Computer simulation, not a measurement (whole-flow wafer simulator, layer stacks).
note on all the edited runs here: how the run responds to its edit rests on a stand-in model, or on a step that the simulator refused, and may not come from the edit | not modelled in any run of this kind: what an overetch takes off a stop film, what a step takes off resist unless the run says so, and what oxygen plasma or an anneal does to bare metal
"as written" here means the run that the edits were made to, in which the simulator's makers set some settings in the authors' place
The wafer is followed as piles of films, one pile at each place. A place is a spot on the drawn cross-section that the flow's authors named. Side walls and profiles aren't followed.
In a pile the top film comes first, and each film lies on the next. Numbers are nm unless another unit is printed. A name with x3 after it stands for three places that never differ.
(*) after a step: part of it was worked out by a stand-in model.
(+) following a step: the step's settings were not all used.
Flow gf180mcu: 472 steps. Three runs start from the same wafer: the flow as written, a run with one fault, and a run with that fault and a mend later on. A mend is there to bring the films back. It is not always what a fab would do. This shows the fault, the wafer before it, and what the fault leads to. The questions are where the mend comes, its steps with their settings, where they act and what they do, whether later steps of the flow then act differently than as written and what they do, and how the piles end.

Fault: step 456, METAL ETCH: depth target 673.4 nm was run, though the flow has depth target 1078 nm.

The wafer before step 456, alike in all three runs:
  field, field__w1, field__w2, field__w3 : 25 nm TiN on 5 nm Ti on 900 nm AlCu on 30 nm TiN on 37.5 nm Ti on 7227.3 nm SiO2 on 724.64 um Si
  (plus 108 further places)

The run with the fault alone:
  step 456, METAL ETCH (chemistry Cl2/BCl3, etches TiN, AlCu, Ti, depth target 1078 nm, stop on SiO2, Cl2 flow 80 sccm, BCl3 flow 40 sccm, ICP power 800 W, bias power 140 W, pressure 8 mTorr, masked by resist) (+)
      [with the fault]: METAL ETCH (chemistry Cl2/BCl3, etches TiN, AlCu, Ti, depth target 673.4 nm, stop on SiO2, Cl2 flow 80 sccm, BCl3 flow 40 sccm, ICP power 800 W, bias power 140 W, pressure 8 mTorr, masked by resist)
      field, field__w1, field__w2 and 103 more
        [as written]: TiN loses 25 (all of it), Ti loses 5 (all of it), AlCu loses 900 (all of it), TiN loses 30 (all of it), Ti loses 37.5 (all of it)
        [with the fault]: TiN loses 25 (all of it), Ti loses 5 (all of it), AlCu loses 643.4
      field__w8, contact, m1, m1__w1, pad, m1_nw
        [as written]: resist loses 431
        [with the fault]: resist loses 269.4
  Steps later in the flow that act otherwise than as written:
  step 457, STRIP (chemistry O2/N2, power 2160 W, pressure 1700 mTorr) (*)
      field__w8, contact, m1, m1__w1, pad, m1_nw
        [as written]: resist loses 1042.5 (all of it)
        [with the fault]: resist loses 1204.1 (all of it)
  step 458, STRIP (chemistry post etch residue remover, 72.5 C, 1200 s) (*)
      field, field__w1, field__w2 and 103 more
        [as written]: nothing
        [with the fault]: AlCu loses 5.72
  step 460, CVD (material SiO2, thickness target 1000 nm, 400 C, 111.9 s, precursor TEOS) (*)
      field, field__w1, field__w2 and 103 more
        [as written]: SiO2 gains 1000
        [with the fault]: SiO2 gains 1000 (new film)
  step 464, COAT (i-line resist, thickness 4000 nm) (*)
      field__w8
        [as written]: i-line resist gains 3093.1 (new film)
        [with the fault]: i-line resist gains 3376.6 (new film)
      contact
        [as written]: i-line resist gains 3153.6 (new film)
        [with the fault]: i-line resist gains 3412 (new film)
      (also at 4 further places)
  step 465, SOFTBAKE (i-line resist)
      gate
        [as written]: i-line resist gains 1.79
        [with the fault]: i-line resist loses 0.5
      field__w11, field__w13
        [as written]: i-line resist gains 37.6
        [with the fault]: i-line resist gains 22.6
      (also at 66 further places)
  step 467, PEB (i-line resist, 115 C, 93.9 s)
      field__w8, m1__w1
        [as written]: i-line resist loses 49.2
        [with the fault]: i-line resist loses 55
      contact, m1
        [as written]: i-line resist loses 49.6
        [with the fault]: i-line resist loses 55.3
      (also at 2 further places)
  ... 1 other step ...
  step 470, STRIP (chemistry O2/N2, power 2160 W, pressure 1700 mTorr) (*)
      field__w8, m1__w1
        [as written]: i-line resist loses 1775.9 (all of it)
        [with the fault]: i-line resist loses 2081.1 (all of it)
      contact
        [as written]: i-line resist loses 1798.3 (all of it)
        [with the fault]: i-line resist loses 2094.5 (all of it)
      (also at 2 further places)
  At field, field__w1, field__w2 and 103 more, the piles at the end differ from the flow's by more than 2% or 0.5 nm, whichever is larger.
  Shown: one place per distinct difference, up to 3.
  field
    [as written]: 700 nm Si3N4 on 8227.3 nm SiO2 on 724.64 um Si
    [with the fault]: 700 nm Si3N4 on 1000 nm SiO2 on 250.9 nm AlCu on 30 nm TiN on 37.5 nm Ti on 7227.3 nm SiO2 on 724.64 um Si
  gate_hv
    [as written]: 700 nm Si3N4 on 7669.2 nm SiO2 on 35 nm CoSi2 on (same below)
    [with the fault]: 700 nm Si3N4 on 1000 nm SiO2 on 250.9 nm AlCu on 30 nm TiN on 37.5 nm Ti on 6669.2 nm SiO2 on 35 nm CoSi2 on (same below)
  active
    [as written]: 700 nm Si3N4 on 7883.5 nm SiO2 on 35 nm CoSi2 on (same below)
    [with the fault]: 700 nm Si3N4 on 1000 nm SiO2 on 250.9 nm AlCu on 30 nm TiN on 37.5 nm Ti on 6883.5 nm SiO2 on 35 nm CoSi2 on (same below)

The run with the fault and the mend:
  After step 458 comes the mend.
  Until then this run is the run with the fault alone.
  step 458a, DEHYDRATE (200 C, 60 s) (a further turn of the flow's step 449)
      leaves every film unchanged at each place that is followed
  step 458b, HMDS (120 C, 60 s) (a further turn of the flow's step 450)
      leaves every film unchanged at each place that is followed
  step 458c, COAT (resist, thickness 1500 nm) (*) (a further turn of the flow's step 451)
      iso_ptap_pw, iso_ntap_nw, iso_nw_fld and 33 more
        resist gains 1500 (new film)
      field_sub, field_sub__w1, field_sub__w2 and 12 more
        resist gains 1508.7 (new film)
      p_well, sti, spacer, sd_n, mim_1p0, dice_street
        resist gains 1503.3 (new film)
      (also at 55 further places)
  step 458d, SOFTBAKE (resist) (a further turn of the flow's step 452)
      field__w3, active_hv
        resist loses 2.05
      field__w11, field_sub__w1
        resist loses 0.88
      gate_hv, gate_p_hv5
        resist gains 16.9
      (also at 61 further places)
  step 458e, EXPOSE (photomask MetalTop) (a further turn of the flow's step 453)
      leaves every film unchanged at each place that is followed
  step 458f, PEB (resist, 70.3 s) (a further turn of the flow's step 454)
      field__w2, field__w3, field__w5 and 43 more
        resist loses 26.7
      iso_ptap_pw, iso_ntap_nw, iso_nw_fld and 33 more
        resist loses 26.5
      p_well, sti, spacer, sd_n, mim_1p0, dice_street
        resist loses 26.6
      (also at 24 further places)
  step 458g, DEVELOP (thickness 1500 nm, 60 s) (a further turn of the flow's step 455)
      iso_ptap_pw, iso_ntap_nw, iso_nw_fld and 33 more
        resist loses 1473.5 (all of it)
      field__w2, field__w3, field__w12, ld_drift_p, ld_drn_p, ppoly_sal
        resist loses 1481.9 (all of it)
      p_well, sti, spacer, sd_n, mim_1p0, dice_street
        resist loses 1476.7 (all of it)
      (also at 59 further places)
  step 458h, METAL ETCH (chemistry Cl2/BCl3, etches TiN, AlCu, Ti, depth target 404.1 nm, stop on SiO2, Cl2 flow 80 sccm, BCl3 flow 40 sccm, ICP power 800 W, bias power 140 W, pressure 8 mTorr, masked by resist) (+) (a further turn of the flow's step 456, with different settings)
      field, field__w1, field__w2 and 103 more
        AlCu loses 250.9 (all of it), TiN loses 30 (all of it), Ti loses 37.5 (all of it)
      field__w8, contact, m1, m1__w1, pad, m1_nw
        resist loses 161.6
  step 458i, STRIP (chemistry O2/N2, power 2160 W, pressure 1700 mTorr) (*) (a further turn of the flow's step 457)
      field__w8
        resist loses 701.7 (all of it)
      contact
        resist loses 699.9 (all of it)
      m1
        resist loses 700.1 (all of it)
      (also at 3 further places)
  step 458j, STRIP (chemistry post etch residue remover, 72.5 C, 1200 s) (*) (a further turn of the flow's step 458)
      field__w8, contact, m1, m1__w1, pad, m1_nw
        TiN loses 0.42
  Every later step of the flow that is run acts as written, at every place that is followed, to within 2% or 0.5 nm, whichever is larger.
  When the end is reached, the piles differ only a little from the flow's at the places that both follow, at most by 2% or 0.5 nm, whichever is larger.
